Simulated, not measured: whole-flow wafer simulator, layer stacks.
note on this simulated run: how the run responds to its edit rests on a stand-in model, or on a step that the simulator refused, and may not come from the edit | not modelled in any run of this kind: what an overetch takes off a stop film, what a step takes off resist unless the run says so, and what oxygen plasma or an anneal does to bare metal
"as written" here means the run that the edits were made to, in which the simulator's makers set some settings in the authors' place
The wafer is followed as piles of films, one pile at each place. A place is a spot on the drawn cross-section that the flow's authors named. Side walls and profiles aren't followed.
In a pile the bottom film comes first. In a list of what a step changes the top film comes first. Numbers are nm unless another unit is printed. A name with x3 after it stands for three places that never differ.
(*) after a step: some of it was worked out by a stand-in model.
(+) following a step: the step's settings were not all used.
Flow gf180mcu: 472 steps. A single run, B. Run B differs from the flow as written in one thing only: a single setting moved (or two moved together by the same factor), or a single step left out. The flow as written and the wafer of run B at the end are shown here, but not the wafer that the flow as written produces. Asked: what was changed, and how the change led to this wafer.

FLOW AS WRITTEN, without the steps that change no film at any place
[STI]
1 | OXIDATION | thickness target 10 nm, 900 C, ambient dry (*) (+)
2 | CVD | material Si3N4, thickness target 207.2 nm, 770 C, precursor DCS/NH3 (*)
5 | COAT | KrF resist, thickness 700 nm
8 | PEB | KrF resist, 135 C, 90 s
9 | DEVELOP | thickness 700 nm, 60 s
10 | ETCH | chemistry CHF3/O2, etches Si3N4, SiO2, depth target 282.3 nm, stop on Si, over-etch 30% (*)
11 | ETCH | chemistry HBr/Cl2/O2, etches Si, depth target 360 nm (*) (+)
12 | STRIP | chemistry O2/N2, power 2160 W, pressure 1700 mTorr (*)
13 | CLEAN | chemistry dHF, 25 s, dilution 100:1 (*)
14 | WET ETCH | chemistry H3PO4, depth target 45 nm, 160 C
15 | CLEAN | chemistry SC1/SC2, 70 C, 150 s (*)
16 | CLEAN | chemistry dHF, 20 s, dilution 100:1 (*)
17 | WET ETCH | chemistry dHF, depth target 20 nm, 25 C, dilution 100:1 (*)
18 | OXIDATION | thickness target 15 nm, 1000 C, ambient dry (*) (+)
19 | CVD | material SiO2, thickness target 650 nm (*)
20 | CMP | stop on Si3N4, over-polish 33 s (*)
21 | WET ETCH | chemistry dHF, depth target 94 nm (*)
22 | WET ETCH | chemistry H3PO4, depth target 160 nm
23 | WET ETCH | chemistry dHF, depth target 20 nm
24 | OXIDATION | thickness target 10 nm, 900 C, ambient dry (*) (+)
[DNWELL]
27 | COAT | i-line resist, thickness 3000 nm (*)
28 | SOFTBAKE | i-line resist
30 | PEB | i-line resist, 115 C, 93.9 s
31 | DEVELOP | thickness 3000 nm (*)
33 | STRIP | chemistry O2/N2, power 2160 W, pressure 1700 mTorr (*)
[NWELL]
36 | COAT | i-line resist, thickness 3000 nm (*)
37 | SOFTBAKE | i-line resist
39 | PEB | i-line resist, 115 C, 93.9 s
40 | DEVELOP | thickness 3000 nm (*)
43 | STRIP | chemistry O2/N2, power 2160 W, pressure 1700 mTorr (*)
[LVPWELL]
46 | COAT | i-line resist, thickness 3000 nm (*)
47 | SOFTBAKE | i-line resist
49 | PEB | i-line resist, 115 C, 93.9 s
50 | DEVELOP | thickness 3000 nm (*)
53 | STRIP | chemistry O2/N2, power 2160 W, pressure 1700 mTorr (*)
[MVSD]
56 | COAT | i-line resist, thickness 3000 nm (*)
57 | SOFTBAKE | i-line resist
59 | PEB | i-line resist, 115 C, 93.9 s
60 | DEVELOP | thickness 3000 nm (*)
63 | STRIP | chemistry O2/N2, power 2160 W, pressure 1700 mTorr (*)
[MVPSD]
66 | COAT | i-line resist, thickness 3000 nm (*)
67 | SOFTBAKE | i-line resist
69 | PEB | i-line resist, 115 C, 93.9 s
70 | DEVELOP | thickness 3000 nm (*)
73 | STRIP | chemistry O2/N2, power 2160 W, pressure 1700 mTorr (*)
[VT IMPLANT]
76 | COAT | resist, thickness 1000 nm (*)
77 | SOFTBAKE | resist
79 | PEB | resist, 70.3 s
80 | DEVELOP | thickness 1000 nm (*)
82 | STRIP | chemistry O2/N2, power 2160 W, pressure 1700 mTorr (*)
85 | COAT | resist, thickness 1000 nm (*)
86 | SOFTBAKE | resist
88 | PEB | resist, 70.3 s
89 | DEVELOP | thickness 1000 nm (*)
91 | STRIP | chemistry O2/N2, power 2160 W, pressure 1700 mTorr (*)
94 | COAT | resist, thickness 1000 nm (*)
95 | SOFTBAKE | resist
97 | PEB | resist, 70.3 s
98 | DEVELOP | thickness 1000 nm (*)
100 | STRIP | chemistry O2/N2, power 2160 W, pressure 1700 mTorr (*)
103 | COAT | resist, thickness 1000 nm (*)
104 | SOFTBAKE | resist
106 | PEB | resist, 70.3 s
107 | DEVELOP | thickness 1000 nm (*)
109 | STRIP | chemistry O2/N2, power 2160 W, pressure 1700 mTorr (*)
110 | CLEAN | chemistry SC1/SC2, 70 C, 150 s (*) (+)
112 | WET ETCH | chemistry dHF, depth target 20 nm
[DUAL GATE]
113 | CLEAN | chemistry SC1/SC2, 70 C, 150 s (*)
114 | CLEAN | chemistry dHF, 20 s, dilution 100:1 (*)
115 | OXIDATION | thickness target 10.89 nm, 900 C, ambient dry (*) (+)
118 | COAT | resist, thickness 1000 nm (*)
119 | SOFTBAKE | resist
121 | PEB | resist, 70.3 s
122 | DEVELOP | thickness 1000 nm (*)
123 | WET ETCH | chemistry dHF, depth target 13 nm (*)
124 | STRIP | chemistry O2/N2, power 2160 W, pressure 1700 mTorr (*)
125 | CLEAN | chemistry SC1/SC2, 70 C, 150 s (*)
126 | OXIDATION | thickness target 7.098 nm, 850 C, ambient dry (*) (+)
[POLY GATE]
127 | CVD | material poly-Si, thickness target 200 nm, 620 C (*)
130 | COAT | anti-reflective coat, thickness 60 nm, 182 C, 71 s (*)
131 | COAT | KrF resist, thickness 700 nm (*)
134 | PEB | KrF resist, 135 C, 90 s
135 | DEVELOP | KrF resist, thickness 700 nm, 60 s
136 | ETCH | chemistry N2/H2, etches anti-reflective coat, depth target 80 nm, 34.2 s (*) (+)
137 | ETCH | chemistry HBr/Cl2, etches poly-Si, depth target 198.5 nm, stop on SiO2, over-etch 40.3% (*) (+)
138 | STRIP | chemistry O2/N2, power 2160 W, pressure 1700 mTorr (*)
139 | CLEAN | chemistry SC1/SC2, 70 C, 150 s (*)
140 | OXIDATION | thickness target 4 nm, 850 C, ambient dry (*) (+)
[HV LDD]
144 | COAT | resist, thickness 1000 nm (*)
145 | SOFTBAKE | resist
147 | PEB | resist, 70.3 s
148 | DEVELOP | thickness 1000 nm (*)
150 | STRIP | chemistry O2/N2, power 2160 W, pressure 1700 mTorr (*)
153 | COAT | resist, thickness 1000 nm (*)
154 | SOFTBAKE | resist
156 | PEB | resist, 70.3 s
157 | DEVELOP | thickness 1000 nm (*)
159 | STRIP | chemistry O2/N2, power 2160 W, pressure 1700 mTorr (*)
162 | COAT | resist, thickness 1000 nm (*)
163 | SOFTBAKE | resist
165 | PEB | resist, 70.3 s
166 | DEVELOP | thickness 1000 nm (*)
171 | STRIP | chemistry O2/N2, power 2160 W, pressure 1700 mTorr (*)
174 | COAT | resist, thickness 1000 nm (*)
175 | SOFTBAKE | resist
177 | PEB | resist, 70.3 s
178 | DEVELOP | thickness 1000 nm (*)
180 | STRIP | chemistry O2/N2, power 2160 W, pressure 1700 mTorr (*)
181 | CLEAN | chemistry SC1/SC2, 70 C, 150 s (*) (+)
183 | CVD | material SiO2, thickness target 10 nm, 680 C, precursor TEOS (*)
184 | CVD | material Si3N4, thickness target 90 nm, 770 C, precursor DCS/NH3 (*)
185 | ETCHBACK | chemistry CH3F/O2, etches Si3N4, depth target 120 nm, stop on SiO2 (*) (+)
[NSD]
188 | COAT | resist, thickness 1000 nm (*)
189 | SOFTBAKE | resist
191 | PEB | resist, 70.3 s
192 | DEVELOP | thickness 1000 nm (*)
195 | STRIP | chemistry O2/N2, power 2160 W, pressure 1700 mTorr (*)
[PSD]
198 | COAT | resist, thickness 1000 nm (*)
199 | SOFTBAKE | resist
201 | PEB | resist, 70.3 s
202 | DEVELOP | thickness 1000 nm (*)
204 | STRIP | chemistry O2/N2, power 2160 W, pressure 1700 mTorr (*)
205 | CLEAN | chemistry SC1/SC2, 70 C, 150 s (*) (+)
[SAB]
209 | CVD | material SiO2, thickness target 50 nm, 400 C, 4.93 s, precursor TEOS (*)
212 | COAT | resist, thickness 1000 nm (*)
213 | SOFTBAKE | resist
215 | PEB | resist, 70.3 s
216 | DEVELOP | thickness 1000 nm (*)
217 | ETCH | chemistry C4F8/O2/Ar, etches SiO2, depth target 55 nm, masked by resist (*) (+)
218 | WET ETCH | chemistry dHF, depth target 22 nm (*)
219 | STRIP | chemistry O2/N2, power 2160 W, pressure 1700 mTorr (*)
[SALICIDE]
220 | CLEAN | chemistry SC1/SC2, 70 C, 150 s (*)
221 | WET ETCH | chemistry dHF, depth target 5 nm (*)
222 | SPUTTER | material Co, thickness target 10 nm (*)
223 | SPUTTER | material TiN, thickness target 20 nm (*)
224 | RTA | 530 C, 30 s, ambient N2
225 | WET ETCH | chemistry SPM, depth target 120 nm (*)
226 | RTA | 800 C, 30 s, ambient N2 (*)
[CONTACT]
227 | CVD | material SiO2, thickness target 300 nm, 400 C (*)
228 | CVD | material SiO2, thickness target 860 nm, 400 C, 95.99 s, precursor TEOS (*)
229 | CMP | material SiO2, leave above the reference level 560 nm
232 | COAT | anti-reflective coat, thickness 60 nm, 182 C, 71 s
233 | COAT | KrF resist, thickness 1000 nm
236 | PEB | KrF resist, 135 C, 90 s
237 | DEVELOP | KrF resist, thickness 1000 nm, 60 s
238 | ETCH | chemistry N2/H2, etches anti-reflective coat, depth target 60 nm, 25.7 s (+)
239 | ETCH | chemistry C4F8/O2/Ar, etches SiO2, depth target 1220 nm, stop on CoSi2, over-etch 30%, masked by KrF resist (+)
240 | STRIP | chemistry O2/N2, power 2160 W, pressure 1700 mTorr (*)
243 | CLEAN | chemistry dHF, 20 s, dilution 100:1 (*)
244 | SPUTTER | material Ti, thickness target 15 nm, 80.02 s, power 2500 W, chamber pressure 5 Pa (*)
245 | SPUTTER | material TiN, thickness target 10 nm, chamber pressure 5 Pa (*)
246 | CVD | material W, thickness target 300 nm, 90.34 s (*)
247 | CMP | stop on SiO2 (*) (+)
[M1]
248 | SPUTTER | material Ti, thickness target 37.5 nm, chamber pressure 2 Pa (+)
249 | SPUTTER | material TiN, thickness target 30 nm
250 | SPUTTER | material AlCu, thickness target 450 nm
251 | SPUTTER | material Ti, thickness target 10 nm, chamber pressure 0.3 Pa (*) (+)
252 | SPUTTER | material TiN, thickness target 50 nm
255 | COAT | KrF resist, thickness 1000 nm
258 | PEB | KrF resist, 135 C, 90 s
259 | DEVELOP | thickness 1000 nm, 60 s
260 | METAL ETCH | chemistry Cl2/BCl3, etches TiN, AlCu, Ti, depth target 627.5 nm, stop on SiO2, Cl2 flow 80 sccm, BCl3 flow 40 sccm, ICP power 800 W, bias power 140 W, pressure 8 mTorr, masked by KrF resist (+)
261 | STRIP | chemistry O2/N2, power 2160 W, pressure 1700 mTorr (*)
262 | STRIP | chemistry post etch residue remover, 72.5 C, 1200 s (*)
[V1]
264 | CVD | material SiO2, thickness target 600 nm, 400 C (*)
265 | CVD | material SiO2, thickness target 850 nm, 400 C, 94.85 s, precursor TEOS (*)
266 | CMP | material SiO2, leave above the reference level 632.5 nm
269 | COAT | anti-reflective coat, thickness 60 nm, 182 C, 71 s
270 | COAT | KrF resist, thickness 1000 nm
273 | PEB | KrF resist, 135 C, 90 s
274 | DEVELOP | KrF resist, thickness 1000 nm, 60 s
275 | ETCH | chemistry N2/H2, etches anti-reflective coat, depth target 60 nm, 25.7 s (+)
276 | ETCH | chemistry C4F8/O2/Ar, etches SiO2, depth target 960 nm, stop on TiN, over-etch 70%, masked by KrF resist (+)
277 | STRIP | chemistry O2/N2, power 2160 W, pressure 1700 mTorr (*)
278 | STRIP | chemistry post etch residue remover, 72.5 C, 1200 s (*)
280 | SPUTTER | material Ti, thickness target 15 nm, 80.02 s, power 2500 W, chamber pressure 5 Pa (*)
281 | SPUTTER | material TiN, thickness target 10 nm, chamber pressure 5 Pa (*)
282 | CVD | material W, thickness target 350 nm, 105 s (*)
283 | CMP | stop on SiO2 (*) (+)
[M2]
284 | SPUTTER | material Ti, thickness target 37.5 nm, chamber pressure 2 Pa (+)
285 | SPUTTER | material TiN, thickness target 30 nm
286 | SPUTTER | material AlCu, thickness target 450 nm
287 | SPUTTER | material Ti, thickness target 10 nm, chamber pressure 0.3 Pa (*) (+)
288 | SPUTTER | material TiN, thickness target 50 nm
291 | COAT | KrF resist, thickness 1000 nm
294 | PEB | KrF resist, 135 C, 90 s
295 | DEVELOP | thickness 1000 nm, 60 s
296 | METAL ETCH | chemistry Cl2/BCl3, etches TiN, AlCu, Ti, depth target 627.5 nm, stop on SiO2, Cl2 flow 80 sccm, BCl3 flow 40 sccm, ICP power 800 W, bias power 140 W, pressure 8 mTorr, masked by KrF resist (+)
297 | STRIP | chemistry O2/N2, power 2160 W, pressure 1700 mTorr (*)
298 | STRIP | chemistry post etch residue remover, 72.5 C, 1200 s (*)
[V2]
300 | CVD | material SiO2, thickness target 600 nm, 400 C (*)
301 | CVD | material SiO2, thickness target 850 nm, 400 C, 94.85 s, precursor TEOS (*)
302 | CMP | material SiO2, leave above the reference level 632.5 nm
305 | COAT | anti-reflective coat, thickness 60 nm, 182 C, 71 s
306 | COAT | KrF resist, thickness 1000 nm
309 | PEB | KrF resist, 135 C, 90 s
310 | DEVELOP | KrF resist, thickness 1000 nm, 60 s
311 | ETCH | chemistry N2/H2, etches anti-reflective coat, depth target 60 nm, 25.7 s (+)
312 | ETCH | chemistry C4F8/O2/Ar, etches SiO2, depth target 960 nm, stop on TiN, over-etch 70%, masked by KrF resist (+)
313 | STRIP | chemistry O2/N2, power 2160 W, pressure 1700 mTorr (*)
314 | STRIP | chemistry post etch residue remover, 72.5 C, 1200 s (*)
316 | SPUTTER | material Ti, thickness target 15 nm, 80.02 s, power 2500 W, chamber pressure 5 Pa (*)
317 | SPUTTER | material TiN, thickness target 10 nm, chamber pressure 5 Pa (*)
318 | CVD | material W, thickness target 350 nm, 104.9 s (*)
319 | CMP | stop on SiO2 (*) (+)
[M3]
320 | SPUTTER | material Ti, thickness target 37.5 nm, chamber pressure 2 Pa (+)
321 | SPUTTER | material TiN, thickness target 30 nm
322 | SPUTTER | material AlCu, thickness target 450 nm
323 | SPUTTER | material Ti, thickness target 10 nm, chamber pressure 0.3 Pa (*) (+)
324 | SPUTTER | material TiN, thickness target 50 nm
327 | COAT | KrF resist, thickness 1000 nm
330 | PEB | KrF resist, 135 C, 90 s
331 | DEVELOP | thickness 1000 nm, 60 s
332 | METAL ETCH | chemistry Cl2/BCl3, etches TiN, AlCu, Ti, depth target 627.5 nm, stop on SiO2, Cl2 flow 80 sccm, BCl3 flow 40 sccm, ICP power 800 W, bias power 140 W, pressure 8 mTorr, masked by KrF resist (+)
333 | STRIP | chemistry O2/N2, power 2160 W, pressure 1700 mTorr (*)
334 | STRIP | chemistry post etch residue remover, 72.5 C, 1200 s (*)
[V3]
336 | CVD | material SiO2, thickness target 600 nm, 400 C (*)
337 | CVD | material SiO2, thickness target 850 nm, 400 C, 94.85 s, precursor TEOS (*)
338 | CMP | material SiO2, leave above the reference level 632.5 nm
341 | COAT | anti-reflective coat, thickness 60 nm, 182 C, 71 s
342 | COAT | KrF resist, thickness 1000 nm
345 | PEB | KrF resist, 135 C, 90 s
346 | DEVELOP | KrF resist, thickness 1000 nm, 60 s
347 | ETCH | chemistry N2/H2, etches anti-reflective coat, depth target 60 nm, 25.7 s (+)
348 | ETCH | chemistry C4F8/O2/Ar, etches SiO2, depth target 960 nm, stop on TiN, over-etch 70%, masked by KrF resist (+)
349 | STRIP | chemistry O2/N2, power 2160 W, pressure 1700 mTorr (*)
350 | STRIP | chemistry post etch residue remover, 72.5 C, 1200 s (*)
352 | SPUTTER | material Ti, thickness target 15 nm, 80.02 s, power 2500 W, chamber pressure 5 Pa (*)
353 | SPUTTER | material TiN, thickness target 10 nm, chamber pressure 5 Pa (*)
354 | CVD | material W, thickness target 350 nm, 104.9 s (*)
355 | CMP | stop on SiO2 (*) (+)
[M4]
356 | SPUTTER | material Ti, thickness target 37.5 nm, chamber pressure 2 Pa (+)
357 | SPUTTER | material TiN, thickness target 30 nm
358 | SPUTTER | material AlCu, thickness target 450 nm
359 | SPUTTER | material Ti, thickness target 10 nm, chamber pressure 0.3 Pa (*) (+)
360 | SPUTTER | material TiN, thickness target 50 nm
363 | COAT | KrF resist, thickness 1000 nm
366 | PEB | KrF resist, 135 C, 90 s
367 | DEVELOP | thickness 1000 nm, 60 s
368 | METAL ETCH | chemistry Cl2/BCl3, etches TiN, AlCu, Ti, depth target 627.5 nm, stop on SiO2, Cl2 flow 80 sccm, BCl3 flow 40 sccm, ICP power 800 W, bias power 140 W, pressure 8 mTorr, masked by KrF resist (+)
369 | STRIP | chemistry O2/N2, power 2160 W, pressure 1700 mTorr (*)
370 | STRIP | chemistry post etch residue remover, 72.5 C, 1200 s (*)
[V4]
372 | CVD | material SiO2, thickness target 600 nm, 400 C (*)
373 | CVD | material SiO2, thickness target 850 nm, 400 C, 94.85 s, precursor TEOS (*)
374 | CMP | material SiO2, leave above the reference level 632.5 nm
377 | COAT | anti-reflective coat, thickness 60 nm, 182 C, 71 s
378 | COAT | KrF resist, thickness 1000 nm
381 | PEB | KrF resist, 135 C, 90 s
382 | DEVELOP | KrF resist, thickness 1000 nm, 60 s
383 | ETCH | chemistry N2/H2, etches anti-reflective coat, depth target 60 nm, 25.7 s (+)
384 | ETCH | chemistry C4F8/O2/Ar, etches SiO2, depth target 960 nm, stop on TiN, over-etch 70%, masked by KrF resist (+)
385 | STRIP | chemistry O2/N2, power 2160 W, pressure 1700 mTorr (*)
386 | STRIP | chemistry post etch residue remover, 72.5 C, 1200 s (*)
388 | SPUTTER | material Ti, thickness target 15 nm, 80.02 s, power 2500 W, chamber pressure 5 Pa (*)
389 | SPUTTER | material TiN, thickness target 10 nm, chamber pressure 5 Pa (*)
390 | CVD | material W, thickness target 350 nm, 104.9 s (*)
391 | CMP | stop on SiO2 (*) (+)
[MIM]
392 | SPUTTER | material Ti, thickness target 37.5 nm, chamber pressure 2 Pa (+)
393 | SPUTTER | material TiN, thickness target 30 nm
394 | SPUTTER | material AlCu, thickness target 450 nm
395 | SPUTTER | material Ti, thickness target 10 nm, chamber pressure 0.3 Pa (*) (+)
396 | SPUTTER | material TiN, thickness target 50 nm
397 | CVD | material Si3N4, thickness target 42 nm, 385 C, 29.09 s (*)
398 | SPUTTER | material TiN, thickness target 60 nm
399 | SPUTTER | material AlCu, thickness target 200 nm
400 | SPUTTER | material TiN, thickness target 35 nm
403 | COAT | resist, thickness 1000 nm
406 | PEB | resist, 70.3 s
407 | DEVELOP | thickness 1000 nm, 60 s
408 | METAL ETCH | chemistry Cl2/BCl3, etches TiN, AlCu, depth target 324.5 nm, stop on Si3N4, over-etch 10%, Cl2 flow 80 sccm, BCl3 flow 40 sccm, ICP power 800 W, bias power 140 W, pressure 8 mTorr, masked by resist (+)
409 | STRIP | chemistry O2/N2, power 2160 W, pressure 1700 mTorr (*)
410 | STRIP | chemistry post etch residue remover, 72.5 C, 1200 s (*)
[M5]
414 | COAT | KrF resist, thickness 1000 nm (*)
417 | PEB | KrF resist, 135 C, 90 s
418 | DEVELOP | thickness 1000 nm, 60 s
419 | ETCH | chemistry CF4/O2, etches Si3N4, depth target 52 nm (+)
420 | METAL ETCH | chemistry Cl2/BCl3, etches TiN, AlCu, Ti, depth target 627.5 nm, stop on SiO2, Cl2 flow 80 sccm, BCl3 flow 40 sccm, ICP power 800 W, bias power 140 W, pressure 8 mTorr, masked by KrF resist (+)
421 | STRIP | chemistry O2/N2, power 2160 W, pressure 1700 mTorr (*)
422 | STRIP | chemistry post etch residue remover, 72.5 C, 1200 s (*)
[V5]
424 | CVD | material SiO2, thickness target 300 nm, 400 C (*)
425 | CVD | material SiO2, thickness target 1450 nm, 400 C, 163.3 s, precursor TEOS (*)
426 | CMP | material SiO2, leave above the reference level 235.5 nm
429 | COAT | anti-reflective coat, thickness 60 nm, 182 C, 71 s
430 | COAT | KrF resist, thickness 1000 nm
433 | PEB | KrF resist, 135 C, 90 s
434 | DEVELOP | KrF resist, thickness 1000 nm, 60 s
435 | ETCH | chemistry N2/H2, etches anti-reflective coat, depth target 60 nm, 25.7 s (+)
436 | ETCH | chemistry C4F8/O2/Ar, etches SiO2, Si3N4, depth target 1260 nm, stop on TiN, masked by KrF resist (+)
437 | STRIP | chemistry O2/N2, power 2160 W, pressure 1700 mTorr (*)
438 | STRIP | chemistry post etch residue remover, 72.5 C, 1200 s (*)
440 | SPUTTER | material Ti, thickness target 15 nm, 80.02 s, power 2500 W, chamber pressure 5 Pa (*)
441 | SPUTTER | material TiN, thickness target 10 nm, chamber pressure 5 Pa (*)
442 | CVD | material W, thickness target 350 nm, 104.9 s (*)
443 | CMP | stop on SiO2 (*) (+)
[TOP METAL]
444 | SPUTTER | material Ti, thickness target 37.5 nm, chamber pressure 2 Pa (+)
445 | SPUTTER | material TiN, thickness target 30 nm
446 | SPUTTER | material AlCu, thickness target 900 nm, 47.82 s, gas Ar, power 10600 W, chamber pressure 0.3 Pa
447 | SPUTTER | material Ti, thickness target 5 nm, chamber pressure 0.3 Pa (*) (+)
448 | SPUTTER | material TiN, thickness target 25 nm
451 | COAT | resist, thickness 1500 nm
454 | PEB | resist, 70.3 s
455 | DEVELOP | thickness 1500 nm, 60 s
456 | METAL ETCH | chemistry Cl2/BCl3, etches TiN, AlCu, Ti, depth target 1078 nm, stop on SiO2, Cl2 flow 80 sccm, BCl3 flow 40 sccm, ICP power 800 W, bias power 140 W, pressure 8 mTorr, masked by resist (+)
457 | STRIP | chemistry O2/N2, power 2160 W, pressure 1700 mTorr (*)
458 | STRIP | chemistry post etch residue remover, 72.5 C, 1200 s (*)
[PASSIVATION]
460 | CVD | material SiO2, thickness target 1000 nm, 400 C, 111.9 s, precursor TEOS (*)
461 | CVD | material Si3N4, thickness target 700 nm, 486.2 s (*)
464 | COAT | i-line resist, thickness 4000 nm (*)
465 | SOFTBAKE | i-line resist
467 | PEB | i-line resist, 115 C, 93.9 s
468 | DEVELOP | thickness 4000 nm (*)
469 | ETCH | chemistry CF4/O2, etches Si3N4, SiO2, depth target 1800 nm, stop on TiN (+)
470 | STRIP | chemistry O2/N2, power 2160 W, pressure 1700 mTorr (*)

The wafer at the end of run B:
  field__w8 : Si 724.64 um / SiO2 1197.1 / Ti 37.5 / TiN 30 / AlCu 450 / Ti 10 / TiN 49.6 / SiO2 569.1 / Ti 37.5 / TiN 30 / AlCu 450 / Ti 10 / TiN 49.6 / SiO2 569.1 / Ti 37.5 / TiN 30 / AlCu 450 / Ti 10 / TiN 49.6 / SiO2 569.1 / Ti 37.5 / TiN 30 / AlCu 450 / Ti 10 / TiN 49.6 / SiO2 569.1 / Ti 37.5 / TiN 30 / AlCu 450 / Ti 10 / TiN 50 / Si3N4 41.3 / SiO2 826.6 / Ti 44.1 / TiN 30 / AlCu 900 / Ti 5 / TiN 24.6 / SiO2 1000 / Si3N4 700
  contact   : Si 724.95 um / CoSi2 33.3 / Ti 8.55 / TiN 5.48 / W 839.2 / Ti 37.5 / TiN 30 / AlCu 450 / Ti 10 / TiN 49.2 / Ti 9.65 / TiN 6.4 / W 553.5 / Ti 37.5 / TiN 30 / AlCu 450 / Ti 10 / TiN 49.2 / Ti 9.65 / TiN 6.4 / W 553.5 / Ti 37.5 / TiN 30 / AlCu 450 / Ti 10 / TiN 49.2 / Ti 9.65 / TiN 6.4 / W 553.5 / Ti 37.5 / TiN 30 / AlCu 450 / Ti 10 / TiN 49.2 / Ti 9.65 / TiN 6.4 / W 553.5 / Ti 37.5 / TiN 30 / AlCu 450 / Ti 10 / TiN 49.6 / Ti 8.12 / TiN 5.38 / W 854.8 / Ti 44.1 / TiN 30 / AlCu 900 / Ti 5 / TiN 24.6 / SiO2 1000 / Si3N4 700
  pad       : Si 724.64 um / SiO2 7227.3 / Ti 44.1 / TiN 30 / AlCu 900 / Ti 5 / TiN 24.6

Cause: step 444, SPUTTER: thickness target 44.1 nm was run, while the flow as written has thickness target 37.5 nm.
The wafer lets one read it off: field__w8 has Ti 44.1, and step 444 as written asks for 37.5 nm.

How this came from the change, step by step:
  444 | SPUTTER | material Ti, thickness target 37.5 nm, chamber pressure 2 Pa (+)
      field, field__w1, field__w2 and 109 more: +44.1 Ti (new film) (in the flow as written it would be: +37.5 Ti (new film))
  456 | METAL ETCH | chemistry Cl2/BCl3, etches TiN, AlCu, Ti, depth target 1078 nm, stop on SiO2, Cl2 flow 80 sccm, BCl3 flow 40 sccm, ICP power 800 W, bias power 140 W, pressure 8 mTorr, masked by resist (+)
      field, field__w1, field__w2 and 103 more: -25 TiN (all of it), -5 Ti (all of it), -900 AlCu (all of it), -30 TiN (all of it), -44.1 Ti (all of it) (in the flow as written it would be: -25 TiN (all of it), -5 Ti (all of it), -900 AlCu (all of it), -30 TiN (all of it), -37.5 Ti (all of it))
  465 | SOFTBAKE | i-line resist
      gate: -0.3 i-line resist (in the flow as written it would be: +1.79 i-line resist)
      ld_acc_p, ld_fp_p, ld_drift_p: +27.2 i-line resist (in the flow as written it would be: +33.8 i-line resist)
      (and at 56 other places as well)
